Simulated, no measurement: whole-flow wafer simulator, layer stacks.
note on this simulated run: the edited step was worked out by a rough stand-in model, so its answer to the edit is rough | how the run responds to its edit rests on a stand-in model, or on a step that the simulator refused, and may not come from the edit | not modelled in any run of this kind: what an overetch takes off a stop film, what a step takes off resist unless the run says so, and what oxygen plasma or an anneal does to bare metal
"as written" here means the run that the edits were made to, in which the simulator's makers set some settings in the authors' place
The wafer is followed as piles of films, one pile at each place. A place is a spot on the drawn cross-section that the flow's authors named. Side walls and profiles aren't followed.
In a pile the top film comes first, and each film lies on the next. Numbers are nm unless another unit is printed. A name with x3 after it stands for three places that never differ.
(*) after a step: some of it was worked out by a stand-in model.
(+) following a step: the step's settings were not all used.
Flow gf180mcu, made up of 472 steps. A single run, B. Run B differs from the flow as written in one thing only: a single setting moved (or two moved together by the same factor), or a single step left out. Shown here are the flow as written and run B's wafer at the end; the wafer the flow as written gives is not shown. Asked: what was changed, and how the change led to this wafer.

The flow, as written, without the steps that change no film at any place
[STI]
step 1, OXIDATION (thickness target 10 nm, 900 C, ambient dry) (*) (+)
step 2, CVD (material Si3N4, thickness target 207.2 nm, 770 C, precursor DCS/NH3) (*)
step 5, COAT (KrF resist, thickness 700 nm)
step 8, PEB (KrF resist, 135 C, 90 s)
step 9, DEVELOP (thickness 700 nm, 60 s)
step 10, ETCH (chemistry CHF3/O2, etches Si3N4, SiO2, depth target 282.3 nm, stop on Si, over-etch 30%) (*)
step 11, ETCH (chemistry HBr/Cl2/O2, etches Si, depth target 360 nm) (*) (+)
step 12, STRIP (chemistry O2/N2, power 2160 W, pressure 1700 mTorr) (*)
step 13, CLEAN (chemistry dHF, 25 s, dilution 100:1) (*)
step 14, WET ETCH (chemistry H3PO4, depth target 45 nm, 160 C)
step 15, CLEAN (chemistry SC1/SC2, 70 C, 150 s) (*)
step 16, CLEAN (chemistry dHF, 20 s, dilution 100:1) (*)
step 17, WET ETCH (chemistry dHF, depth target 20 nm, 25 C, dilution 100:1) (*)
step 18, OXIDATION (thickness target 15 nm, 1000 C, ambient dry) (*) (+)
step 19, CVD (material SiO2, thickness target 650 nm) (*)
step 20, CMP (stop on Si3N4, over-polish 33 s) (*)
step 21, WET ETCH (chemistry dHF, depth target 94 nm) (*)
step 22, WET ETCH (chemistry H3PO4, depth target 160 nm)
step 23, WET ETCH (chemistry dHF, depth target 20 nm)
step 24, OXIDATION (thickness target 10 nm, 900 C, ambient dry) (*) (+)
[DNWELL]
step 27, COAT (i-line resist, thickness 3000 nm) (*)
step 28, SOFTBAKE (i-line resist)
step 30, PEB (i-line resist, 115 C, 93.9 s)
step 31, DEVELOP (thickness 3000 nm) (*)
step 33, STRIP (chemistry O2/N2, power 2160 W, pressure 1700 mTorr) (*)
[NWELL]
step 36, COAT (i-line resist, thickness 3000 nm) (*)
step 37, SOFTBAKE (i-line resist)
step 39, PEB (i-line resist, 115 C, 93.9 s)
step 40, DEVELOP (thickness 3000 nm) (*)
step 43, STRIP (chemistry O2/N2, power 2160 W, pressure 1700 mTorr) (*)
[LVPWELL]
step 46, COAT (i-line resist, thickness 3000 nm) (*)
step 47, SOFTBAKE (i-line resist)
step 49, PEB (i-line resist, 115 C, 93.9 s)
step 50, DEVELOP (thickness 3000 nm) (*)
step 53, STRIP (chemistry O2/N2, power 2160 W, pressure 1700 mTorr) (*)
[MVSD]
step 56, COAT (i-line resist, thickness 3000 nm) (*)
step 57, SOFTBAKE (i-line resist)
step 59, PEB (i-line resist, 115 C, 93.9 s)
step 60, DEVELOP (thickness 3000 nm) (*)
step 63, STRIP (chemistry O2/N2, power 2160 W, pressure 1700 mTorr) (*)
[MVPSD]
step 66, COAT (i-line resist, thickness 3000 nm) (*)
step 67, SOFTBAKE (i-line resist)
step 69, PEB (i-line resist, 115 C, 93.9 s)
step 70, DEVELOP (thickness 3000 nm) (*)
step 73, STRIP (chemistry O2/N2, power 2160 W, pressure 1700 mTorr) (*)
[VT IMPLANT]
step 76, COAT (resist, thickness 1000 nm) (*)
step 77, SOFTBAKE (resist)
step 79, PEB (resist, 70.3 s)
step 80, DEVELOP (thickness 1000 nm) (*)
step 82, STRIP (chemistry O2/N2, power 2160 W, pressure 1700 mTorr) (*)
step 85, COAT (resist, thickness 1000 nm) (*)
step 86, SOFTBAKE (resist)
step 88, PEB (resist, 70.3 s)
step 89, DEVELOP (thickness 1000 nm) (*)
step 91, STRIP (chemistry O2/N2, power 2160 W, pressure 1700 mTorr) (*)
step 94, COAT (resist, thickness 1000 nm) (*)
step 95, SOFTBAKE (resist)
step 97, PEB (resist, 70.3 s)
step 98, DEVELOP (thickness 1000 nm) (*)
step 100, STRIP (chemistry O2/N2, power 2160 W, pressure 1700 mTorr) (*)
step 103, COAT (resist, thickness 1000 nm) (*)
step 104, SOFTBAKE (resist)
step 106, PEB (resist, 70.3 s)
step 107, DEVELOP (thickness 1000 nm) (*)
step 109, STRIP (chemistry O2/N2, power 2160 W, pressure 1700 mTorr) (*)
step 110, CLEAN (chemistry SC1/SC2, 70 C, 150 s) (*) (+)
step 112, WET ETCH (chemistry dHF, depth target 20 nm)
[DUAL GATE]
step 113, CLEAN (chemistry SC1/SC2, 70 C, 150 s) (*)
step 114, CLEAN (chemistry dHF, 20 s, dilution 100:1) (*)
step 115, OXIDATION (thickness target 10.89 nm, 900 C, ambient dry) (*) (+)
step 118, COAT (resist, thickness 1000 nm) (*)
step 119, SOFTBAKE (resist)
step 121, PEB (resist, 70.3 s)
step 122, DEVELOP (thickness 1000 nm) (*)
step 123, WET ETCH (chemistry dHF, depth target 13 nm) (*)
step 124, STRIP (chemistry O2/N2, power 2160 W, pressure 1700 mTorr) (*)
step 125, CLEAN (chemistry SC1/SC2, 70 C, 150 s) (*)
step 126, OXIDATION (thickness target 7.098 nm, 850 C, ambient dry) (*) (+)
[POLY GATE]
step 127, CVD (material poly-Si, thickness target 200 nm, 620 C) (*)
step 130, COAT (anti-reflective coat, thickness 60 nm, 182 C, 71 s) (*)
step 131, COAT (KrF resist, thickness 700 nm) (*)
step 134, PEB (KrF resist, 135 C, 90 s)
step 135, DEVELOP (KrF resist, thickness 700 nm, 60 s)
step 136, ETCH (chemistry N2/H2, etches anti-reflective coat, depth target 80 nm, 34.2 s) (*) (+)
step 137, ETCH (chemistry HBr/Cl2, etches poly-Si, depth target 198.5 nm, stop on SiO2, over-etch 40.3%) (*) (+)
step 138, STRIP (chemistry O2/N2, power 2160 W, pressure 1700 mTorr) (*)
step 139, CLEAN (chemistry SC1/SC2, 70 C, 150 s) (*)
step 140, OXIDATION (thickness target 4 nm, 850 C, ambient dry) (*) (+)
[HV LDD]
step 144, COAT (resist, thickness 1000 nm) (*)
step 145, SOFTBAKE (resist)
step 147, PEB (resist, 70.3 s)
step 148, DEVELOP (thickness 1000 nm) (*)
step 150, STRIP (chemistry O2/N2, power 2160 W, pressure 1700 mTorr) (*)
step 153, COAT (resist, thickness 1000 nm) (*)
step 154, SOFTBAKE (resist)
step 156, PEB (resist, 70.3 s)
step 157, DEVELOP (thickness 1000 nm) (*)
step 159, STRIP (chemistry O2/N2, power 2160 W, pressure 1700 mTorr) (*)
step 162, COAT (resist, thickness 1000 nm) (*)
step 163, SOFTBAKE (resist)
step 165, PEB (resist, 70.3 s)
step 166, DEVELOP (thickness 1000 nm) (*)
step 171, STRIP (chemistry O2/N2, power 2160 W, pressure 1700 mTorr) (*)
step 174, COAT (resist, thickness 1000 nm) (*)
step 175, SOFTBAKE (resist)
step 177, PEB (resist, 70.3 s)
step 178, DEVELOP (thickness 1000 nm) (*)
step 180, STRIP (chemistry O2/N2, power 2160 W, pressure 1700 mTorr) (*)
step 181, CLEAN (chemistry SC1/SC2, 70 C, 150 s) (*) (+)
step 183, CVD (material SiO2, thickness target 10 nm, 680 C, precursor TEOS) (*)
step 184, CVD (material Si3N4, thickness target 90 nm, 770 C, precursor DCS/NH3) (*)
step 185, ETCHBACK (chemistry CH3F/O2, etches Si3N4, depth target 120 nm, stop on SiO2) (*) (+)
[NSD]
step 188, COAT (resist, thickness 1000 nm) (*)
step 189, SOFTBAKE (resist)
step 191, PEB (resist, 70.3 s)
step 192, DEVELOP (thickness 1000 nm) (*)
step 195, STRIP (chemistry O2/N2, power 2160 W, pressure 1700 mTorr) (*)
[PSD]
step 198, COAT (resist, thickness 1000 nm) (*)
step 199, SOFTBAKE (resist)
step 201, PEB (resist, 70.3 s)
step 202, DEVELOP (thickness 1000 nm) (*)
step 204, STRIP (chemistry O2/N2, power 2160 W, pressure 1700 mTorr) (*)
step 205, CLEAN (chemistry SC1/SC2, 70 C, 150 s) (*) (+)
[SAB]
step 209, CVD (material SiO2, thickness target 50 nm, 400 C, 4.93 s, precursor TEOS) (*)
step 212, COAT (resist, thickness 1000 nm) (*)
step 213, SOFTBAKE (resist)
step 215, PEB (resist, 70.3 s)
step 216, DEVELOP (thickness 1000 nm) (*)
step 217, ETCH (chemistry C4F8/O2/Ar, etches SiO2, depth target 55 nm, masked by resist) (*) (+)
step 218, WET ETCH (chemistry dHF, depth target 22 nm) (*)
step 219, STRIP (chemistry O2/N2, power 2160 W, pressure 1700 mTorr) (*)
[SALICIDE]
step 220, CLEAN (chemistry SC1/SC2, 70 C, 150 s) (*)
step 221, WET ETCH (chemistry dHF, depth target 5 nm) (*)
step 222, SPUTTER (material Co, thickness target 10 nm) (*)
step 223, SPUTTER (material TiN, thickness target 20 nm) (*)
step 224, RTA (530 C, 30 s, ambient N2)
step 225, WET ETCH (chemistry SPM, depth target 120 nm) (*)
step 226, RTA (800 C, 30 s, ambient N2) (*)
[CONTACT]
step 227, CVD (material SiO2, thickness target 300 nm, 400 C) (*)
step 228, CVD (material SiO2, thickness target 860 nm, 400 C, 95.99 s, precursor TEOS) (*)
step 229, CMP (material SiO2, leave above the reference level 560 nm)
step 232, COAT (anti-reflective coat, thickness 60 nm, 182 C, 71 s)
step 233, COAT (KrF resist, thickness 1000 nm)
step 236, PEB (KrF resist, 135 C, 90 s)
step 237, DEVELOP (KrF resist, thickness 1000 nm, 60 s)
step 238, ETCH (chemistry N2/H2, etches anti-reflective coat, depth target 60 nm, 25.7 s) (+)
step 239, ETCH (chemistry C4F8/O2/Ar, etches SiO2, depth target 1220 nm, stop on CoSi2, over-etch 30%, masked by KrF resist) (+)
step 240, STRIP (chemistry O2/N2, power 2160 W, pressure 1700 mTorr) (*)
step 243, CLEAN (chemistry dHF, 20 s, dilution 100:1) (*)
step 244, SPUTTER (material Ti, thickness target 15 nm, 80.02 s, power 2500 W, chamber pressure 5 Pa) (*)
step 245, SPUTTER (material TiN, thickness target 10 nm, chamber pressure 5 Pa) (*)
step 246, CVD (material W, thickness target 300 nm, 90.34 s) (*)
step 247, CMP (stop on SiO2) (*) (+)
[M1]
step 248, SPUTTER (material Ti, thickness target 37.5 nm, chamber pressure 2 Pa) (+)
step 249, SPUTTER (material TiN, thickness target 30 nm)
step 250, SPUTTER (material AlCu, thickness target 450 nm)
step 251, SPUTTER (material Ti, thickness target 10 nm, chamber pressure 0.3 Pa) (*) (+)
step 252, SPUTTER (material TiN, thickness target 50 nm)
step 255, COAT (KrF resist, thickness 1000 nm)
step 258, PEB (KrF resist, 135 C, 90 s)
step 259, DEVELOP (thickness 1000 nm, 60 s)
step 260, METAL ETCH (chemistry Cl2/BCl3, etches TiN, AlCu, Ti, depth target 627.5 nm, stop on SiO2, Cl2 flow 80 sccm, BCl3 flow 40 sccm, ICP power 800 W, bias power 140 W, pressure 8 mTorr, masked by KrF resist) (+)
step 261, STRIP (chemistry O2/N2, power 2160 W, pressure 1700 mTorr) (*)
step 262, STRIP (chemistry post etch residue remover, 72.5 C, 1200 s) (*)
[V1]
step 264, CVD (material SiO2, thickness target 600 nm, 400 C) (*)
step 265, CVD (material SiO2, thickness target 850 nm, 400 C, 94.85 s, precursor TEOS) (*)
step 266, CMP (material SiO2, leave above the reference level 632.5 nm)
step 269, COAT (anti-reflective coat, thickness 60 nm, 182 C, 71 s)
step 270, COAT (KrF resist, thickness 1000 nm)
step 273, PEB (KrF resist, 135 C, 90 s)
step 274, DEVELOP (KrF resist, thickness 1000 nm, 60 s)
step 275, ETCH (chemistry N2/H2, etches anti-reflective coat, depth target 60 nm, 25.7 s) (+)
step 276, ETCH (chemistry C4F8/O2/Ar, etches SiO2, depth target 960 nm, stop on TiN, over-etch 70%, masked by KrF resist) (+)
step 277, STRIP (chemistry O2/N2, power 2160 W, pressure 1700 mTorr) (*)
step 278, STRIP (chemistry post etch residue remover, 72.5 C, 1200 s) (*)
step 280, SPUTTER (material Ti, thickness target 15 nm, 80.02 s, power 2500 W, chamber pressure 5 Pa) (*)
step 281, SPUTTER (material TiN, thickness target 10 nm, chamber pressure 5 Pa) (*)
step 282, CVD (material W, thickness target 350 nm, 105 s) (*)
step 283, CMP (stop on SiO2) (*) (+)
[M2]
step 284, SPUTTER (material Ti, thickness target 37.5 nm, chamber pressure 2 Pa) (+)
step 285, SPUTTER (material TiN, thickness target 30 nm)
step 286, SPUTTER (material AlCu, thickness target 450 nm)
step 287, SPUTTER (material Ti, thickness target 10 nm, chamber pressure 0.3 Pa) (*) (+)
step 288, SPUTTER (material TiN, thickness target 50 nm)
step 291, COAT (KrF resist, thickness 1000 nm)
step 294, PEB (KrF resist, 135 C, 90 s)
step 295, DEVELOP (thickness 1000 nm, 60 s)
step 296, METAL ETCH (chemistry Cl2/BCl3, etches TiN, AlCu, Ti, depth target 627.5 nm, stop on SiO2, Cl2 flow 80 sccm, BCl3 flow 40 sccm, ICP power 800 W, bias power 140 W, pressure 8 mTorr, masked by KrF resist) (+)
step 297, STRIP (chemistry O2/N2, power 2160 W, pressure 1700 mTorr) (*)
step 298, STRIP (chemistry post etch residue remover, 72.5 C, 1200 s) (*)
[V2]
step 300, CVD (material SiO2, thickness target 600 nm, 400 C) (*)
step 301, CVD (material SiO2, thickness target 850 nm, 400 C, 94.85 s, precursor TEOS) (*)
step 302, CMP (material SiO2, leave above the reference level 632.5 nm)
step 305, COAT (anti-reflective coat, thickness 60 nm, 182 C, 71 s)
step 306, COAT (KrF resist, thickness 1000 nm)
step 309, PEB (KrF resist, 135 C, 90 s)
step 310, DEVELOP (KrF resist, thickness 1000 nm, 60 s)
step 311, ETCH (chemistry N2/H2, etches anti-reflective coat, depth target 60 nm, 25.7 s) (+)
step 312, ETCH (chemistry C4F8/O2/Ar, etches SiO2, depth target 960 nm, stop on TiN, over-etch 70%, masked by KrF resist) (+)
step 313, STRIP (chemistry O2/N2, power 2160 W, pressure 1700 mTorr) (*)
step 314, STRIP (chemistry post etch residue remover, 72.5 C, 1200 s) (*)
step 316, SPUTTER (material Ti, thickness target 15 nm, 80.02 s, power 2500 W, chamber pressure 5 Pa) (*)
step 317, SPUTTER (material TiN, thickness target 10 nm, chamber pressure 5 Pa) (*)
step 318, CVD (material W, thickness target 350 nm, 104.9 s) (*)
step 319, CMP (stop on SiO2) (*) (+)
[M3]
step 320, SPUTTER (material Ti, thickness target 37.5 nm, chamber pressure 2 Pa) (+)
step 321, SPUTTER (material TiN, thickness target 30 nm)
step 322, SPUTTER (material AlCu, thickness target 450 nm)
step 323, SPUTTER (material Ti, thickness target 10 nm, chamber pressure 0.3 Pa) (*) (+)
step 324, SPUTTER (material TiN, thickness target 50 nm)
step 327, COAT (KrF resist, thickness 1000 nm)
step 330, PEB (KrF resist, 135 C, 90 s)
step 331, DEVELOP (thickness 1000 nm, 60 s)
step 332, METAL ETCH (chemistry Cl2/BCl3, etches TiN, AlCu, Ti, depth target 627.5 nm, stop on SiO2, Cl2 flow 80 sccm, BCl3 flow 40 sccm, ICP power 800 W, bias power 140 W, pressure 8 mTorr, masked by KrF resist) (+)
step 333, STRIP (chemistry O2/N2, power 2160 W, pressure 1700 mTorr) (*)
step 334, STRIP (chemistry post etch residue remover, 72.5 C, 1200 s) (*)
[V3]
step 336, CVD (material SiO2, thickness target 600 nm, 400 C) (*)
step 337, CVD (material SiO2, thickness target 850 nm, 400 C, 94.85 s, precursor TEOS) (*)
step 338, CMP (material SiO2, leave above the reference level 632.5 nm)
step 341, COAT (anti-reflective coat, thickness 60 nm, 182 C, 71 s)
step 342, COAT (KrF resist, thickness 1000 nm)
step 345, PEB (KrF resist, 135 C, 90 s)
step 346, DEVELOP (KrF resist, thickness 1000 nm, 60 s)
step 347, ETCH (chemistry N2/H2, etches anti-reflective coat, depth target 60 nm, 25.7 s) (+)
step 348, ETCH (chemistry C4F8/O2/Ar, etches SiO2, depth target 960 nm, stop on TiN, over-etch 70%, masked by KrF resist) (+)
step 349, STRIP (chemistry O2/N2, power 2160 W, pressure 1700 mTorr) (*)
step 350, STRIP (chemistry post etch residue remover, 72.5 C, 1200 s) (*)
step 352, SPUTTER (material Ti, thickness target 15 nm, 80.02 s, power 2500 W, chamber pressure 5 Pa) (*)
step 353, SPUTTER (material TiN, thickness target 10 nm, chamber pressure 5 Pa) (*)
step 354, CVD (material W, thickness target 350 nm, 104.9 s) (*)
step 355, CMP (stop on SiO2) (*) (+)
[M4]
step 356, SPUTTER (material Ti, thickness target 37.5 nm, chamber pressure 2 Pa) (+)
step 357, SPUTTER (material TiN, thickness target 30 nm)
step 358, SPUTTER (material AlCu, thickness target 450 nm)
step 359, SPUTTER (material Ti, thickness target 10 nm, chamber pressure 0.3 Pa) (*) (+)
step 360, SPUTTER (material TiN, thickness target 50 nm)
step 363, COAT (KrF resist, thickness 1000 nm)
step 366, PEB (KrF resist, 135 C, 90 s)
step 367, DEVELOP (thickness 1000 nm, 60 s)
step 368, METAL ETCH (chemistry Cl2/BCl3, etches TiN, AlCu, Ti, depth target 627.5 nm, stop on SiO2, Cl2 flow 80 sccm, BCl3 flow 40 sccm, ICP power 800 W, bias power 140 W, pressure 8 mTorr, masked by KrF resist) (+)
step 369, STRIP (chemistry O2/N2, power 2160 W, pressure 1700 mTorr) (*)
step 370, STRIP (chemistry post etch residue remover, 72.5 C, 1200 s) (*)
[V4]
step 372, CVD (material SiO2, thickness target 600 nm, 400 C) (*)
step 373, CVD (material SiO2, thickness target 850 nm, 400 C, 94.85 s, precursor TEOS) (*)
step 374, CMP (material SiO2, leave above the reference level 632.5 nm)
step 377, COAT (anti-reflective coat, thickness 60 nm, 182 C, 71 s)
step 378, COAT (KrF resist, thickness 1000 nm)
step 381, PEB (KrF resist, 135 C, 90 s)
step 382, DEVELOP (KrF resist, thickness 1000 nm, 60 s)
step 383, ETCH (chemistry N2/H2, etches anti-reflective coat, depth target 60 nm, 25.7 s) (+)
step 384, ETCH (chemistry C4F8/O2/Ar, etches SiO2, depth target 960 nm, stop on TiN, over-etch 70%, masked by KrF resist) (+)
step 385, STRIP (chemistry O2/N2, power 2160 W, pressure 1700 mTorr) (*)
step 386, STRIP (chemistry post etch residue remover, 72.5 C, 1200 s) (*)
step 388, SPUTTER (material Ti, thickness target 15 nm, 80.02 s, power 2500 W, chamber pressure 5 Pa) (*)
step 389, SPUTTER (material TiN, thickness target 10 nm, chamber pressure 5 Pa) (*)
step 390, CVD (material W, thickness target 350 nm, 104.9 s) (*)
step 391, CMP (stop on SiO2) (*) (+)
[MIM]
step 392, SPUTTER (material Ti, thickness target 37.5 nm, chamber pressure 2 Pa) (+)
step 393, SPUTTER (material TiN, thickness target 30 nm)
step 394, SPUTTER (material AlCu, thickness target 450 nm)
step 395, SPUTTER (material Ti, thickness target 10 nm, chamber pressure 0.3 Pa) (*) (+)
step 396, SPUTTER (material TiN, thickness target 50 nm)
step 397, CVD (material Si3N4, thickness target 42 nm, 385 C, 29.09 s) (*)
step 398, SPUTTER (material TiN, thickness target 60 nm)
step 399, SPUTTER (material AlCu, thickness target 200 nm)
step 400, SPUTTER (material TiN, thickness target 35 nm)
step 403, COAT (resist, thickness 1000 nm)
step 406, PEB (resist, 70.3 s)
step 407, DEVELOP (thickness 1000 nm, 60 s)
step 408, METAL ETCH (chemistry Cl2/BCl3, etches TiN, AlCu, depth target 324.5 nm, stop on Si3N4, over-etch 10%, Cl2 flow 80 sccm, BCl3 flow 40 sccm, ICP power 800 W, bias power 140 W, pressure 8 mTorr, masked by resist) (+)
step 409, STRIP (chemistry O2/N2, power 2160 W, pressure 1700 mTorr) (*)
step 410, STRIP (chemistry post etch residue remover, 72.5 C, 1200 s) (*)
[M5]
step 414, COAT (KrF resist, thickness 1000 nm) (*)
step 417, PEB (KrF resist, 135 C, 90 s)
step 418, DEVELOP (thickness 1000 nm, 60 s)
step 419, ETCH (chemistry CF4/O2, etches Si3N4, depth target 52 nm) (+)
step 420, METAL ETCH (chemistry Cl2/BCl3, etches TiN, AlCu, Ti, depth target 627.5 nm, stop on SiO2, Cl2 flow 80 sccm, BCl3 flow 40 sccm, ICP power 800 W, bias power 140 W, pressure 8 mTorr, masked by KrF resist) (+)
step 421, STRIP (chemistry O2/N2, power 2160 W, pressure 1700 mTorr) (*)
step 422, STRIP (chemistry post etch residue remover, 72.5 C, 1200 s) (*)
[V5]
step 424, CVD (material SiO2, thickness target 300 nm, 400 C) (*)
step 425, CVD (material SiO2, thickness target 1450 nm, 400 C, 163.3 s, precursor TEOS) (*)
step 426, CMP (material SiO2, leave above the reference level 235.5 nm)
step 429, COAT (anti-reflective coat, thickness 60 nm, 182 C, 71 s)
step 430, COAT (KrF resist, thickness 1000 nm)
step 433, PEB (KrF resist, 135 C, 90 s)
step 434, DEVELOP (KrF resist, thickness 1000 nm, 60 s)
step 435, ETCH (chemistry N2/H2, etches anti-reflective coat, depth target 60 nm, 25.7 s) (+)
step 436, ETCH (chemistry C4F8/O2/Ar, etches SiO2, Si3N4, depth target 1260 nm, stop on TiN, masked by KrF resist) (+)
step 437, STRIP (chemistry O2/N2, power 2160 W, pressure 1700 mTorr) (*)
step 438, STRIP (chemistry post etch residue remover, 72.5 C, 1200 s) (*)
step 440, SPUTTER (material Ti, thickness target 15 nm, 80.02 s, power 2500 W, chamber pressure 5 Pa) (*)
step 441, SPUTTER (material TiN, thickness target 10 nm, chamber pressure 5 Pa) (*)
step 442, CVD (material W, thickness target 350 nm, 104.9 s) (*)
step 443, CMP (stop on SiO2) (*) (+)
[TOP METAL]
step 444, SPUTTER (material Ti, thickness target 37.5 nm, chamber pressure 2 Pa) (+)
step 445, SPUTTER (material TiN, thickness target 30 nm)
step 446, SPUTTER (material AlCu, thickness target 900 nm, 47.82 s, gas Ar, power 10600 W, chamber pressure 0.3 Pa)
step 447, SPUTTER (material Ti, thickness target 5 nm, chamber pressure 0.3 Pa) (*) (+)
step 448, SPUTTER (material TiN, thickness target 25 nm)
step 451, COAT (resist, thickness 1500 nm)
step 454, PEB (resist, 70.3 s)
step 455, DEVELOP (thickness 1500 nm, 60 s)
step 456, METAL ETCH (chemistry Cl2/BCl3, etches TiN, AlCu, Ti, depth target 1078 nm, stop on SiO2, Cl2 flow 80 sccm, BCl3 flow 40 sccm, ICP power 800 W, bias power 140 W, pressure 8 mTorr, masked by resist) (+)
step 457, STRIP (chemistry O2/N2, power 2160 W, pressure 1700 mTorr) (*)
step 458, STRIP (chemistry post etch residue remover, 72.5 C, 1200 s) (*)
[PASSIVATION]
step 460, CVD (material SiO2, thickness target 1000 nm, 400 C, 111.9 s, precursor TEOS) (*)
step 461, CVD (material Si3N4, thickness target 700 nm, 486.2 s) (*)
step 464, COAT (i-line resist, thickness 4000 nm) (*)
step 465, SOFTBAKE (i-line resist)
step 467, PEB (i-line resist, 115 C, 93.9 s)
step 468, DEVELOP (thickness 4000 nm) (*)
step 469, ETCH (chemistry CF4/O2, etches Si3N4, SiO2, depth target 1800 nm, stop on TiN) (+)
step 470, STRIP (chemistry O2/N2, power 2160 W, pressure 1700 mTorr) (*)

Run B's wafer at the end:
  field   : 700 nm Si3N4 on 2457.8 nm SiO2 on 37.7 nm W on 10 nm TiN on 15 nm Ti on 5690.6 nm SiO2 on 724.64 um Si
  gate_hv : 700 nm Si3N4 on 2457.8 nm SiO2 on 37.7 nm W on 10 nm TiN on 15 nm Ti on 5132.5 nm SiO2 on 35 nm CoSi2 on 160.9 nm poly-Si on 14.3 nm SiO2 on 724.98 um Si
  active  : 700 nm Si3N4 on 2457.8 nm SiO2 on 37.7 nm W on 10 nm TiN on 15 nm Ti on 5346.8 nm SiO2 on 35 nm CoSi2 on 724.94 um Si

Cause: step 373, CVD: thickness target 446 nm was run, while the flow as written has thickness target 850 nm; step 373, CVD: 49.8 s was run, where the flow has 94.85 s.

How this came from the change, step by step:
  step 373, CVD (material SiO2, thickness target 850 nm, 400 C, 94.85 s, precursor TEOS) (*)
      field, field__w1, field__w2 and 108 more: SiO2 gains 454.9 (it would be, as written: SiO2 gains 850)
  step 374, CMP (material SiO2, leave above the reference level 632.5 nm)
      field, field__w1, field__w2 and 103 more: nothing (it would be, as written: SiO2 loses 300)
      field__w8, contact, m1, m1__w1, m1_nw: SiO2 loses 482 (it would be, as written: SiO2 loses 877.1)
  step 377, COAT (anti-reflective coat, thickness 60 nm, 182 C, 71 s)
      field: anti-reflective coat gains 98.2 (new film) (it would be, as written: anti-reflective coat gains 60 (new film))
      field__w1: anti-reflective coat gains 83.1 (new film) (it would be, as written: anti-reflective coat gains 60 (new film))
      (as well as at 18 more places)
  step 378, COAT (KrF resist, thickness 1000 nm)
      m1, m1_nw: KrF resist gains 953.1 (new film) (it would be, as written: KrF resist gains 1000 (new film))
      n_well: KrF resist gains 977.5 (new film) (it would be, as written: KrF resist gains 1000 (new film))
      (as well as at 6 more places)
  step 382, DEVELOP (KrF resist, thickness 1000 nm, 60 s)
      contact: KrF resist loses 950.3 (all of it) (it would be, as written: KrF resist loses 989.5 (all of it))
  step 383, ETCH (chemistry N2/H2, etches anti-reflective coat, depth target 60 nm, 25.7 s) (+)
      contact: anti-reflective coat loses 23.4 (all of it), SiO2 loses 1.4 (it would be, as written: anti-reflective coat loses 60 (all of it), SiO2 loses 0.46)
  step 385, STRIP (chemistry O2/N2, power 2160 W, pressure 1700 mTorr) (*)
      field: KrF resist loses 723 (all of it), anti-reflective coat loses 98.2 (all of it) (it would be, as written: KrF resist loses 739.2 (all of it), anti-reflective coat loses 60 (all of it))
      field__w1: KrF resist loses 720.7 (all of it), anti-reflective coat loses 83.1 (all of it) (it would be, as written: KrF resist loses 739.2 (all of it), anti-reflective coat loses 60 (all of it))
      (as well as at 17 more places)
  step 388, SPUTTER (material Ti, thickness target 15 nm, 80.02 s, power 2500 W, chamber pressure 5 Pa) (*)
      contact: Ti gains 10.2 (new film) (it would be, as written: Ti gains 9.65 (new film))
  step 390, CVD (material W, thickness target 350 nm, 104.9 s) (*)
      contact: W gains 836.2 (new film) (it would be, as written: W gains 932.3 (new film))
  step 391, CMP (stop on SiO2) (*) (+)
      field, field__w1, field__w2 and 103 more: W loses 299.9 (it would be, as written: W loses 350 (all of it), TiN loses 10 (all of it), Ti loses 15 (all of it), SiO2 loses 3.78)
      field__w8, m1, m1__w1, m1_nw: W loses 350 (all of it), TiN loses 10 (all of it), Ti loses 15 (all of it), SiO2 loses 20 (it would be, as written: W loses 350 (all of it), TiN loses 10 (all of it), Ti loses 15 (all of it), SiO2 loses 3.78)
      (as well as at 1 more place)
  step 420, METAL ETCH (chemistry Cl2/BCl3, etches TiN, AlCu, Ti, depth target 627.5 nm, stop on SiO2, Cl2 flow 80 sccm, BCl3 flow 40 sccm, ICP power 800 W, bias power 140 W, pressure 8 mTorr, masked by KrF resist) (+)
      field, field__w1, field__w2 and 101 more: TiN loses 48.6 (all of it), Ti loses 10 (all of it), AlCu loses 450 (all of it), TiN loses 30 (all of it), Ti loses 37.5 (all of it), W loses 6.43 (it would be, as written: TiN loses 48.6 (all of it), Ti loses 10 (all of it), AlCu loses 450 (all of it), TiN loses 30 (all of it), Ti loses 37.5 (all of it))
  step 422, STRIP (chemistry post etch residue remover, 72.5 C, 1200 s) (*)
      field, field__w1, field__w2 and 101 more: W loses 6.01 (it would be, as written: nothing)
  step 424, CVD (material SiO2, thickness target 300 nm, 400 C) (*)
      field, field__w1, field__w2 and 101 more: SiO2 gains 300 (new film) (it would be, as written: SiO2 gains 300)
  step 426, CMP (material SiO2, leave above the reference level 235.5 nm)
      field, field__w1, field__w5 and 92 more: SiO2 loses 288.4 (it would be, as written: SiO2 loses 300.8)
      field__w2, field__w3, field__w12 and 6 more: SiO2 loses 259.7 (it would be, as written: SiO2 loses 272.7)
If metal films that touch count as one body, field has 1 body; the flow as written gives 0 bodies.
If metal films that touch count as one body, gate_hv has 2 bodies (between them, from the top down: SiO2 5132.5); the flow as written gives 1 body.
If metal films that touch count as one body, active has 2 bodies (between them, from the top down: SiO2 5346.8); the flow as written gives 1 body.
